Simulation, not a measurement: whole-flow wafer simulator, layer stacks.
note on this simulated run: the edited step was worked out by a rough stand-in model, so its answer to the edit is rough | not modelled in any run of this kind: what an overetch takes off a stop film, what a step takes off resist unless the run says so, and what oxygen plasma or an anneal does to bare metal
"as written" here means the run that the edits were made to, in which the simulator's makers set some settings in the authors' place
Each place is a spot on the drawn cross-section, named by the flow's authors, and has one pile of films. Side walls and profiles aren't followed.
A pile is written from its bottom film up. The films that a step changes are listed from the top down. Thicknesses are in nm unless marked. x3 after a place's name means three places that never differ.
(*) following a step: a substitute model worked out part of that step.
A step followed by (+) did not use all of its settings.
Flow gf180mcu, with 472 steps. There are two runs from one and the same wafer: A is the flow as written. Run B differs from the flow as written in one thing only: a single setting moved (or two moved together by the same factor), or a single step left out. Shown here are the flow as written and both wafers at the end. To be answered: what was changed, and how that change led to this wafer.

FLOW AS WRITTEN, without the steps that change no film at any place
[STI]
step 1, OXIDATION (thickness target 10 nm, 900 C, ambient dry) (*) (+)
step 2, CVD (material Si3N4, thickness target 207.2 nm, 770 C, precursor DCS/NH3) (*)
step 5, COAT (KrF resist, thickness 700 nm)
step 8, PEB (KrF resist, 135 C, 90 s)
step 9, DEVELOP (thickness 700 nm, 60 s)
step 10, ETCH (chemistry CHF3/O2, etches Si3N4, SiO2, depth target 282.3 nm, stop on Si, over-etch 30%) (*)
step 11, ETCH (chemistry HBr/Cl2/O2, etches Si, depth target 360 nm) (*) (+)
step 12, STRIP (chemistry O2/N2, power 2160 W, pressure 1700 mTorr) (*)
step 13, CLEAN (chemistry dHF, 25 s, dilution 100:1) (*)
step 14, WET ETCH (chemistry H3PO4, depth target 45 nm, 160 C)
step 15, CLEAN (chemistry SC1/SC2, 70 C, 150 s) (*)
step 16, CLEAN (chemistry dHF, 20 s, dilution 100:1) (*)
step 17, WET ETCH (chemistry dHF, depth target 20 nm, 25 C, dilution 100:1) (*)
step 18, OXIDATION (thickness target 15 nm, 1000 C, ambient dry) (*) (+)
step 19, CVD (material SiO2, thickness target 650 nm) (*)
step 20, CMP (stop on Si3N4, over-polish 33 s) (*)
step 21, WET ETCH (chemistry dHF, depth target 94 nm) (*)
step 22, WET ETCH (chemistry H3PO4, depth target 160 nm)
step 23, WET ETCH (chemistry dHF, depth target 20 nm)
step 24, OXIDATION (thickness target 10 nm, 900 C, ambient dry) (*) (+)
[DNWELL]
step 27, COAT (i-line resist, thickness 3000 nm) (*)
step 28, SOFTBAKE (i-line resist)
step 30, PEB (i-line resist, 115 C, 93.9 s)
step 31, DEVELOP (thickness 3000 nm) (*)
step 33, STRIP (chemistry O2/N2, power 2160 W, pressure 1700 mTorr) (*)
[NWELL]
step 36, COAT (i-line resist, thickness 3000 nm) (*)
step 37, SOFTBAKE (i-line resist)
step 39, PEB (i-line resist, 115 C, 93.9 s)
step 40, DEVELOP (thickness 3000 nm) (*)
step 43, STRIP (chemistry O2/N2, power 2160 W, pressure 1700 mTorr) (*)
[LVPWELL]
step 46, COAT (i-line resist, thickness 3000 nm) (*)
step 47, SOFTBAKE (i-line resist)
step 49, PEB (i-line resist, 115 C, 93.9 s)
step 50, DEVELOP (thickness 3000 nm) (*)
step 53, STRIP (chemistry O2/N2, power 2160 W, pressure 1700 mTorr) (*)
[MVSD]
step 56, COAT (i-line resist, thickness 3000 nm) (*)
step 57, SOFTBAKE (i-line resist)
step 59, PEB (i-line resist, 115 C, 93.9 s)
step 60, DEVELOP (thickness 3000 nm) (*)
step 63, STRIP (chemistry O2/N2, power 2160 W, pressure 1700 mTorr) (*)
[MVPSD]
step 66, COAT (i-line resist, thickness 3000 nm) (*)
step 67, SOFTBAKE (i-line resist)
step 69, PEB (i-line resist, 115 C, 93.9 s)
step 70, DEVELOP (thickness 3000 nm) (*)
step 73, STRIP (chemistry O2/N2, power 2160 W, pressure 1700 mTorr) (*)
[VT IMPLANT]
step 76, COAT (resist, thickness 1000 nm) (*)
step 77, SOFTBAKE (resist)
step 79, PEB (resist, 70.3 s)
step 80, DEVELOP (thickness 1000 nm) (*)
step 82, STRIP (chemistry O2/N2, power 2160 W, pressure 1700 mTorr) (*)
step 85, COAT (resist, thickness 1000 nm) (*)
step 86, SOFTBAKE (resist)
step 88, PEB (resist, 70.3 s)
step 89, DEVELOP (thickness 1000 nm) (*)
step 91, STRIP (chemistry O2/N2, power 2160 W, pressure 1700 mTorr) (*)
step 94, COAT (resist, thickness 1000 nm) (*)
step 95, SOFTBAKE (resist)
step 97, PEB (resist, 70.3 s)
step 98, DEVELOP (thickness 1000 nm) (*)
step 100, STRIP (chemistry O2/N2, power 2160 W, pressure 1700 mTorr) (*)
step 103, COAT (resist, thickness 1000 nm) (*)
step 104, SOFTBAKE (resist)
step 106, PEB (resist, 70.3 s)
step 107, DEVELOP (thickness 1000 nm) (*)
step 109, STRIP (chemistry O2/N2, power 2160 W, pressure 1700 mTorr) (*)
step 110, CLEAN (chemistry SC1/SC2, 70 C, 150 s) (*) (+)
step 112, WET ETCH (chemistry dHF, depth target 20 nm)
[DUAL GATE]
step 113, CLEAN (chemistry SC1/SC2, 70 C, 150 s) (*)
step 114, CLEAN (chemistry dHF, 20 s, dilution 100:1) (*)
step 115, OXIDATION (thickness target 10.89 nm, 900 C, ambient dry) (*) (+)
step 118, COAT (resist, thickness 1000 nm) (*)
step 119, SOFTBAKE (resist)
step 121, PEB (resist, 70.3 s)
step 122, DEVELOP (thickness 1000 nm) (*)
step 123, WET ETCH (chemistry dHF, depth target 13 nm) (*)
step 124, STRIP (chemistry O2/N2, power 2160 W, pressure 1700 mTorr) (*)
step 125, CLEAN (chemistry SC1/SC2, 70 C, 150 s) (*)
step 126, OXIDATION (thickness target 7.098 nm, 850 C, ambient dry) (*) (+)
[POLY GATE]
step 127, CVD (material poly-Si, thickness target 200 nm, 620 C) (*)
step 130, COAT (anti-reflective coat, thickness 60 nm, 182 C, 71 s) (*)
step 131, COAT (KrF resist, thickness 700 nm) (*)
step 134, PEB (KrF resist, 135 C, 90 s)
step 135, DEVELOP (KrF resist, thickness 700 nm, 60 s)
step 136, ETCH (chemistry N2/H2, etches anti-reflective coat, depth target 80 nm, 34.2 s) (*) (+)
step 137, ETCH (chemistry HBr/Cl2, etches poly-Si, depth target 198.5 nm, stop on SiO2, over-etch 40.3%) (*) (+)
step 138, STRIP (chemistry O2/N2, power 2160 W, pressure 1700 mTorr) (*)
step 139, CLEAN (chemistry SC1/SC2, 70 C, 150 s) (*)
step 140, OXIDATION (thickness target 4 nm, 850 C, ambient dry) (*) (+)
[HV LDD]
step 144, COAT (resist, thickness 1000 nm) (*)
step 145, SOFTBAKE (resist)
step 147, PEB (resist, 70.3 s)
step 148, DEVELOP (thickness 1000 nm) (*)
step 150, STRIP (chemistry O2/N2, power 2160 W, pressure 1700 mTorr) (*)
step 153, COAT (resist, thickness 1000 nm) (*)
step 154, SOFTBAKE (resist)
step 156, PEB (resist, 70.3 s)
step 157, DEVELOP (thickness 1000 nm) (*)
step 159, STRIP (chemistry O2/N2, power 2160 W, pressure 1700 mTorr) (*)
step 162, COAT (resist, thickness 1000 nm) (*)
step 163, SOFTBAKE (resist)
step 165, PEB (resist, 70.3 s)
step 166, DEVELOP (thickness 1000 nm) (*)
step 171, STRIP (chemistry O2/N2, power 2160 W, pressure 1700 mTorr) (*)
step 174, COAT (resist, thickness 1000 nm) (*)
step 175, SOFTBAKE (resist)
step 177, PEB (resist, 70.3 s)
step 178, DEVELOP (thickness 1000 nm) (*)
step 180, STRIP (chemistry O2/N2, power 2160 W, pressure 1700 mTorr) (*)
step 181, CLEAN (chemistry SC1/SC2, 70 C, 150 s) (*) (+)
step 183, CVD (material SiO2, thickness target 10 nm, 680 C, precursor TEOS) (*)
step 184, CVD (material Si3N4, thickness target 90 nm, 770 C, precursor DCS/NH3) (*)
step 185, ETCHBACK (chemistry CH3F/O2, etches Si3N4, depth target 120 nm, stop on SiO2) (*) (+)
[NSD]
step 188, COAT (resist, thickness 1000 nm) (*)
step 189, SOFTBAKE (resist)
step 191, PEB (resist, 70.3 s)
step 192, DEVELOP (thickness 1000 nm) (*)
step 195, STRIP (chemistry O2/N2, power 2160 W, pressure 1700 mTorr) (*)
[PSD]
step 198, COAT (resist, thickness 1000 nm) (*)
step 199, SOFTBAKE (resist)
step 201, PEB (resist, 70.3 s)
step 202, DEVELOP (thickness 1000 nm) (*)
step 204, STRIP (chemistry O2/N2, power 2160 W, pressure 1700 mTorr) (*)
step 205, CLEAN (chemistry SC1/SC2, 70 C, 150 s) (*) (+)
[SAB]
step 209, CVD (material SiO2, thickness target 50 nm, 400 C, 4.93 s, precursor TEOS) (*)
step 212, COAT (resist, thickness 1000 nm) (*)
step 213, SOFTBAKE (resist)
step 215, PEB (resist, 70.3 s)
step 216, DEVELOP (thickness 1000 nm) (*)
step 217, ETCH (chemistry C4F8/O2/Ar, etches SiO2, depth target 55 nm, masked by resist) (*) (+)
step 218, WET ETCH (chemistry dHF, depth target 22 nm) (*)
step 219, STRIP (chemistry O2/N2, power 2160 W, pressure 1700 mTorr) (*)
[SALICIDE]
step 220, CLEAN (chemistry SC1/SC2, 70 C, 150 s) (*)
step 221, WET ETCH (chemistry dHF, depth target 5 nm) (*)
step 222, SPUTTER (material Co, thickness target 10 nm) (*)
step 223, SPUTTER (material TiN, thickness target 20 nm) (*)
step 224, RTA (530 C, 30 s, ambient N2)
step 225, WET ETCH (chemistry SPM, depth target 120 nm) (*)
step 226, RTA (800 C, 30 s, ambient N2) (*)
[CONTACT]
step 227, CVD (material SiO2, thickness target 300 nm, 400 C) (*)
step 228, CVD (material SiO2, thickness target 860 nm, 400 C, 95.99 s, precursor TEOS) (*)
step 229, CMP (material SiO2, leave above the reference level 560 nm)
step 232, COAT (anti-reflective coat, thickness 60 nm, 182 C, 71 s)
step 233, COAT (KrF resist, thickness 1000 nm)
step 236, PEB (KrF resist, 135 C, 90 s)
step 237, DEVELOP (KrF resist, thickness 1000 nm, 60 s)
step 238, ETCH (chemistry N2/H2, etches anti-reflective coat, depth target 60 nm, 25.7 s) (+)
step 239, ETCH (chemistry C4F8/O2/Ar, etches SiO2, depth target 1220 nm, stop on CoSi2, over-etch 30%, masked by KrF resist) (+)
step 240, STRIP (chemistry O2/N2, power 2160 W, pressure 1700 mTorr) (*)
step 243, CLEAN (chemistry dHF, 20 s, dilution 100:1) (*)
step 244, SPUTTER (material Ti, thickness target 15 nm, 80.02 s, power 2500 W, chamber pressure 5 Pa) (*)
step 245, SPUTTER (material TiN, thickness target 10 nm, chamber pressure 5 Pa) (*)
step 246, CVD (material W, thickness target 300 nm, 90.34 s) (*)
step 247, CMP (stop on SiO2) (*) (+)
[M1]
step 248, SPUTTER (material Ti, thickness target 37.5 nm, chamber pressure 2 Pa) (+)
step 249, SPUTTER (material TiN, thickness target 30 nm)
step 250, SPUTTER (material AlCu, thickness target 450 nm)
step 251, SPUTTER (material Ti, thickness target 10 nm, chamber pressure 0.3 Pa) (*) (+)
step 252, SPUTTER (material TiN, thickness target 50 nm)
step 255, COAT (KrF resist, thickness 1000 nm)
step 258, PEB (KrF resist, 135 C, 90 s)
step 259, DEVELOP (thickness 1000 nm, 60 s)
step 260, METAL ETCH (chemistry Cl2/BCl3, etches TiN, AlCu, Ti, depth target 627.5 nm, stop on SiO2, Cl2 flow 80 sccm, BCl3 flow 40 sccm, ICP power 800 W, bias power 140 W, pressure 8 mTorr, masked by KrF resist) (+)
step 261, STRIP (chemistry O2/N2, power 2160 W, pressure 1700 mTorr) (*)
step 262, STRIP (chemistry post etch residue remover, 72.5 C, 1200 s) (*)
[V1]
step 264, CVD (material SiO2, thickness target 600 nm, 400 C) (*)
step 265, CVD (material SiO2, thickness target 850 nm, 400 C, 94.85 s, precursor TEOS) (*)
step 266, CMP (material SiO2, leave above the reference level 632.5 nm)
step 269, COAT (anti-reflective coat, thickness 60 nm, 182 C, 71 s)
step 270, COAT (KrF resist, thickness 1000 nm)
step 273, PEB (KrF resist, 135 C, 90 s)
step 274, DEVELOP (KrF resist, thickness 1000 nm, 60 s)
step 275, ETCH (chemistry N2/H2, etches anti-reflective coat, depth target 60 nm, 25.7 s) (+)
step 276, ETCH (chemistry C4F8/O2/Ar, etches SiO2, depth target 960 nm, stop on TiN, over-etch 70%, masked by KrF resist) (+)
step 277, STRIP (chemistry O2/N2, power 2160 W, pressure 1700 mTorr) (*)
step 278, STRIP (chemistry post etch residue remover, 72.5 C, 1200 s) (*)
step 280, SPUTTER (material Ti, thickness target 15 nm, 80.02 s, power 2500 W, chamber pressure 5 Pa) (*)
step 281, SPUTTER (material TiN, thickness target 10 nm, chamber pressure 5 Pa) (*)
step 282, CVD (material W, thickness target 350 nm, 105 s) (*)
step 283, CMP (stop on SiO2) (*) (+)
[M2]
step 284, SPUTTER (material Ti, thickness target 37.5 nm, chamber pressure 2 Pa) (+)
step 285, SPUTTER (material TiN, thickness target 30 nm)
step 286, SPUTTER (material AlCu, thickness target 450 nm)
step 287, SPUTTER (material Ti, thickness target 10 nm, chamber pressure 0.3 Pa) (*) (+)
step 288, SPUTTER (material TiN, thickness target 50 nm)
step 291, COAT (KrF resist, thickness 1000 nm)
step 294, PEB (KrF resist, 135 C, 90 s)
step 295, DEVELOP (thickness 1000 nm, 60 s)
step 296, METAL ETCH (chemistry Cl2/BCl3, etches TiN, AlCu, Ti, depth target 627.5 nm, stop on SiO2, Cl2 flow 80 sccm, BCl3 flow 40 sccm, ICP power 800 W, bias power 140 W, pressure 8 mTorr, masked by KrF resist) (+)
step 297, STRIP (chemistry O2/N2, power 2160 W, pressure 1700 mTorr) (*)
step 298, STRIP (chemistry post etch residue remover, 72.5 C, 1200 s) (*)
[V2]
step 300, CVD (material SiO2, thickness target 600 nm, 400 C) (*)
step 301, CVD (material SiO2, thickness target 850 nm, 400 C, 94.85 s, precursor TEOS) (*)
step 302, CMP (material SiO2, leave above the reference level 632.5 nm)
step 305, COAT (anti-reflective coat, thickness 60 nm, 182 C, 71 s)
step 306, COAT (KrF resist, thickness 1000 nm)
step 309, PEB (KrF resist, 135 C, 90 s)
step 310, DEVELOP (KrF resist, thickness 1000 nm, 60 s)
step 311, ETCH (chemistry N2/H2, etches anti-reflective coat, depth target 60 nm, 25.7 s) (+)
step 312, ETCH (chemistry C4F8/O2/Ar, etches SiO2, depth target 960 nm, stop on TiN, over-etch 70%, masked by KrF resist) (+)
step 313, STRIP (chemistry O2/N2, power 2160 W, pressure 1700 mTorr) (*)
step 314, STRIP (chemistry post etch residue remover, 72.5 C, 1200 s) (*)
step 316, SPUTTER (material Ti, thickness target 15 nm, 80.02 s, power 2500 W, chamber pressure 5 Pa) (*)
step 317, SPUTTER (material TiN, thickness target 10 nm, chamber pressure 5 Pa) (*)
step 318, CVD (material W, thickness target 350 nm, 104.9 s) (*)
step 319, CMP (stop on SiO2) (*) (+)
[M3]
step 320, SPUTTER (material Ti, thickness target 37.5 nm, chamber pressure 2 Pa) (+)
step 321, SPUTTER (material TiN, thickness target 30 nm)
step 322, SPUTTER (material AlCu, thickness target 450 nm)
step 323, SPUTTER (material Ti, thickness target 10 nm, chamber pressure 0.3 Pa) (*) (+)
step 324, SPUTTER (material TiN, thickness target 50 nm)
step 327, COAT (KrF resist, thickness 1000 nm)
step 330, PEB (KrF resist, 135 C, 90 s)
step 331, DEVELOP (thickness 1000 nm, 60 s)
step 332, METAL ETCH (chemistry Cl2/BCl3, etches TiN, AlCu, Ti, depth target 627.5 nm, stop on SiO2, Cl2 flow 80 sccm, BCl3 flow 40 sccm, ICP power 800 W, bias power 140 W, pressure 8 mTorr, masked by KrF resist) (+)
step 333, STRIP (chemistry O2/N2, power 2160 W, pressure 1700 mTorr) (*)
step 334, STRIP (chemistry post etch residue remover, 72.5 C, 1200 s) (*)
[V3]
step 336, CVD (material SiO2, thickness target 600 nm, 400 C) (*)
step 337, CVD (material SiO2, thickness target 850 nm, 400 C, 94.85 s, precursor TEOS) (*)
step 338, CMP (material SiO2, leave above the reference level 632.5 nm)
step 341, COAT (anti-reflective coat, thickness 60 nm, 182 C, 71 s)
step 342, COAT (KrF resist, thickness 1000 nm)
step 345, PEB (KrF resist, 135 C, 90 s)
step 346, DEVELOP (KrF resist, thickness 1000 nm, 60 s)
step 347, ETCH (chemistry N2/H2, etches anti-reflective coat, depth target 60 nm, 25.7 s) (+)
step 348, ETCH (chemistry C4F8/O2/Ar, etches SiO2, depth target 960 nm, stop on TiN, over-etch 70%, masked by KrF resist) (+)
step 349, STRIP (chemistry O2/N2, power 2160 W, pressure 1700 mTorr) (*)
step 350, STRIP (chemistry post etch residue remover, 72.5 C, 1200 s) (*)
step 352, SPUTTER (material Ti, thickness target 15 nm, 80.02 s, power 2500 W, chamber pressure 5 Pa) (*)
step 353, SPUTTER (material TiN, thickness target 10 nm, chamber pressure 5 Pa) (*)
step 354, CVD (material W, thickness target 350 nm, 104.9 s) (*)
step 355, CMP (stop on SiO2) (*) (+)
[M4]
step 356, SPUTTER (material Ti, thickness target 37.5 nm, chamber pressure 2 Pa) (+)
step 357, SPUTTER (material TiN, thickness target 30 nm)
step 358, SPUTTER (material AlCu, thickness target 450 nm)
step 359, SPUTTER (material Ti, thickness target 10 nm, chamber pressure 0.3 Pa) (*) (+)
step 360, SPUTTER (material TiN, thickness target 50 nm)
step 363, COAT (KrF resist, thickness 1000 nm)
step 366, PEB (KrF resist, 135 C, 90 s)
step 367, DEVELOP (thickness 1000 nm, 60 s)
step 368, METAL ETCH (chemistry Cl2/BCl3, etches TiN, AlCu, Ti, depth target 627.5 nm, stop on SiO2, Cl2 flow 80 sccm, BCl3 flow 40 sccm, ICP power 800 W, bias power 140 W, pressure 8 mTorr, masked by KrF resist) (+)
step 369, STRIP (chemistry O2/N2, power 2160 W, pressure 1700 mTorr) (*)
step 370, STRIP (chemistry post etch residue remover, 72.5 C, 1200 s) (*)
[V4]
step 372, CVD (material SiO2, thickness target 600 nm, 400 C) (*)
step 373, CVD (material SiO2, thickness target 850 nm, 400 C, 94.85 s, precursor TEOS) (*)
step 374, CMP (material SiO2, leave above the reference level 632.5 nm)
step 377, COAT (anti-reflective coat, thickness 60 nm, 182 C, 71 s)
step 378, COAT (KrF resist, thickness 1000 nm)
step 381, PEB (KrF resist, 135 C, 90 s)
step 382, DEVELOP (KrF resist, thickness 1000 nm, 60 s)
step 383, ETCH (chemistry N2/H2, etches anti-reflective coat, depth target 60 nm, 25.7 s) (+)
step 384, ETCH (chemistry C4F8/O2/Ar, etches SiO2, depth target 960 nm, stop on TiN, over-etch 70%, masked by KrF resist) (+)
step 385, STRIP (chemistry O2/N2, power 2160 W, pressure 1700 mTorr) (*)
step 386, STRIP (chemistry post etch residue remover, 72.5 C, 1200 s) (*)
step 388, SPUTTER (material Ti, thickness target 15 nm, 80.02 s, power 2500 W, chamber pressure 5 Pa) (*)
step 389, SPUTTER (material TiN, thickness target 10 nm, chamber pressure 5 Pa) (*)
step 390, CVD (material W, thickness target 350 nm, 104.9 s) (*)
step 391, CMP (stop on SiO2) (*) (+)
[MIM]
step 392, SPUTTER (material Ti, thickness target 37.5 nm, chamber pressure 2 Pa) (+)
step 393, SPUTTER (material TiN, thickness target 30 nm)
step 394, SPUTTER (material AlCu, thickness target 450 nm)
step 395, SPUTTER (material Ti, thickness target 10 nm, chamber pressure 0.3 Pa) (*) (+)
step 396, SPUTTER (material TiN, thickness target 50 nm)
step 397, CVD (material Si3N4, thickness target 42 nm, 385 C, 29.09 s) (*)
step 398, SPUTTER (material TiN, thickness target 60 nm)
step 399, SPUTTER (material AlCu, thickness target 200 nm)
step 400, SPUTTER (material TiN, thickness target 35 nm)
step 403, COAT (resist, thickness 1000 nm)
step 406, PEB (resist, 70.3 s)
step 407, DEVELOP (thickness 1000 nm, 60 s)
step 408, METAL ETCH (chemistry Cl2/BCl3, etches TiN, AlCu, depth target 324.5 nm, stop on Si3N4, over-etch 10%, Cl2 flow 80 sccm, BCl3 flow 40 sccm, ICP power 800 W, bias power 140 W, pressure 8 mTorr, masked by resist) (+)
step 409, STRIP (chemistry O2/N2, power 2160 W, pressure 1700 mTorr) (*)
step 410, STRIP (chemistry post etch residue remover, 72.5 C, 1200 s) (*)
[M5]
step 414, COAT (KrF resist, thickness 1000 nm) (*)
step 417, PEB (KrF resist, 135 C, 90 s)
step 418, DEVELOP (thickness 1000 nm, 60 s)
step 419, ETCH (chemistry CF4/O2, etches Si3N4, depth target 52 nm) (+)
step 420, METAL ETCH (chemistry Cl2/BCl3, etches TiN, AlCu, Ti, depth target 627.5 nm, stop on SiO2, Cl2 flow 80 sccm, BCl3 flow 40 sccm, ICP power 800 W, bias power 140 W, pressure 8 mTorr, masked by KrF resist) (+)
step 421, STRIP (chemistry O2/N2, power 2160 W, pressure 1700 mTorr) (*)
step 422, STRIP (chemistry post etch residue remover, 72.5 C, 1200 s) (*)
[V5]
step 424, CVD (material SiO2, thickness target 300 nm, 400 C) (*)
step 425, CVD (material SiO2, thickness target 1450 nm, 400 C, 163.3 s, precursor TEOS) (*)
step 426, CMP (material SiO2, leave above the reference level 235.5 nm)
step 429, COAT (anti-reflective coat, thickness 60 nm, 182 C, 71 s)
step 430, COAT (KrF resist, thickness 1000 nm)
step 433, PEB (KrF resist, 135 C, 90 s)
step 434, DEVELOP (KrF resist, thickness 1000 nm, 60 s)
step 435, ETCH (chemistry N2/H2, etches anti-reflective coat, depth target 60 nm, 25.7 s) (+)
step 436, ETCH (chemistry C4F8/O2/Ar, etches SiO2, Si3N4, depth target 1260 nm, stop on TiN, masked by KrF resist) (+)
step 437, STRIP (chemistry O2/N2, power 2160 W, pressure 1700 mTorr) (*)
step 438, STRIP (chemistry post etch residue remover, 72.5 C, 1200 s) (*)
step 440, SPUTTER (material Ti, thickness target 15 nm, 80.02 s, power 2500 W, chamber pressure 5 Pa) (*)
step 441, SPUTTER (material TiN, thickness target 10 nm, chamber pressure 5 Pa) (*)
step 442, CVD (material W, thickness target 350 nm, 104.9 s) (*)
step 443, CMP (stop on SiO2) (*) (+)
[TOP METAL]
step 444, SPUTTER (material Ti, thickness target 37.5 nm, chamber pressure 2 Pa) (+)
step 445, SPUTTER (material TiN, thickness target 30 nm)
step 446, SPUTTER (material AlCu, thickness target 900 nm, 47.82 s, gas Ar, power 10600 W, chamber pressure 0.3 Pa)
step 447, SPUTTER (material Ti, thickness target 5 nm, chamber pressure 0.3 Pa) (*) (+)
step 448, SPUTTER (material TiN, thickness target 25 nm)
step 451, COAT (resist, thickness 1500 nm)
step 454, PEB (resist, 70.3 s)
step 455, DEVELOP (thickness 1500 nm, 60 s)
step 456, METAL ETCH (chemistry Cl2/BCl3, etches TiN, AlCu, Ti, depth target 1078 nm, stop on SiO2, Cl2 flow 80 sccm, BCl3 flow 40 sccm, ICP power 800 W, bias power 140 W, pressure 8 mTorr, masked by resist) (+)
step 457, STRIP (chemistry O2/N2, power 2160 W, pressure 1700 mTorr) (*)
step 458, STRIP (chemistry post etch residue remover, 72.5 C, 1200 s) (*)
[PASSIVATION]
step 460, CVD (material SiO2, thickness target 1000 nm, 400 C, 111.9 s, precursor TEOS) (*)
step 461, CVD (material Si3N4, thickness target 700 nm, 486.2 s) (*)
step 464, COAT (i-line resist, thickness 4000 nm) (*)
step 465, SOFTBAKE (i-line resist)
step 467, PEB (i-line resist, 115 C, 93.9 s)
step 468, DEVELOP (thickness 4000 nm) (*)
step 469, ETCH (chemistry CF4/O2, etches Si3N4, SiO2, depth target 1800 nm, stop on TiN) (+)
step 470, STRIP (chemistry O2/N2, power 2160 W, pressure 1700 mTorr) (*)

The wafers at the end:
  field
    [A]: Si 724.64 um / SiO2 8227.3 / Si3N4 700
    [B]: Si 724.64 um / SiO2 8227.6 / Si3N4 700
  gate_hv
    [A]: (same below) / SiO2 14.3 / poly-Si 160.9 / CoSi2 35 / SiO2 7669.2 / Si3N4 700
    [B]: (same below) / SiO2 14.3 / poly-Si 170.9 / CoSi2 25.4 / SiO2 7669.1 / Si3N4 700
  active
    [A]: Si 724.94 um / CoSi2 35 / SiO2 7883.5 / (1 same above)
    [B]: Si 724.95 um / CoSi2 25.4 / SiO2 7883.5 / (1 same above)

Cause: step 222, SPUTTER: thickness target 7.25 nm was run, while the flow as written has thickness target 10 nm.

The path from the change to this, step by step:
  step 222, SPUTTER (material Co, thickness target 10 nm) (*)
      field, field__w7, field__w8 and 71 more: A +10 Co (new film) | B +7.25 Co (new film)
      field__w2, mim: A +8.65 Co (new film) | B +6.27 Co (new film)
      (also at 35 further places)
  step 224, RTA (530 C, 30 s, ambient N2)
      gate, gate_hv, gate_p and 22 more: A under 1 film: +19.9 CoSi (new film), -10 Co (all of it), -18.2 poly-Si | B under 1 film: +14.4 CoSi (new film), -7.25 Co (all of it), -13.2 poly-Si
      active, p_well, sd_n and 11 more: A under 1 film: +19.9 CoSi (new film), -10 Co (all of it), -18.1 Si | B under 1 film: +14.4 CoSi (new film), -7.25 Co (all of it), -13.1 Si
      (also at 10 further places)
  step 225, WET ETCH (chemistry SPM, depth target 120 nm) (*)
      field, field__w7, field__w8 and 32 more: A -20 TiN (all of it), -10 Co (all of it) | B -20 TiN (all of it), -7.25 Co (all of it)
      field__w9, nw_enc_fld_lv__w3: A -19.1 TiN (all of it), -9.6 Co (all of it) | B -19.1 TiN (all of it), -6.96 Co (all of it)
      (also at 25 further places)
  step 226, RTA (800 C, 30 s, ambient N2) (*)
      gate, gate_hv, gate_p and 22 more: A +35 CoSi2 (new film), -19.9 CoSi (all of it), -18.2 poly-Si | B +25.4 CoSi2 (new film), -14.4 CoSi (all of it), -13.2 poly-Si
      active, p_well, sd_n and 11 more: A +35 CoSi2 (new film), -19.9 CoSi (all of it), -18.1 Si | B +25.4 CoSi2 (new film), -14.4 CoSi (all of it), -13.1 Si
      (also at 10 further places)
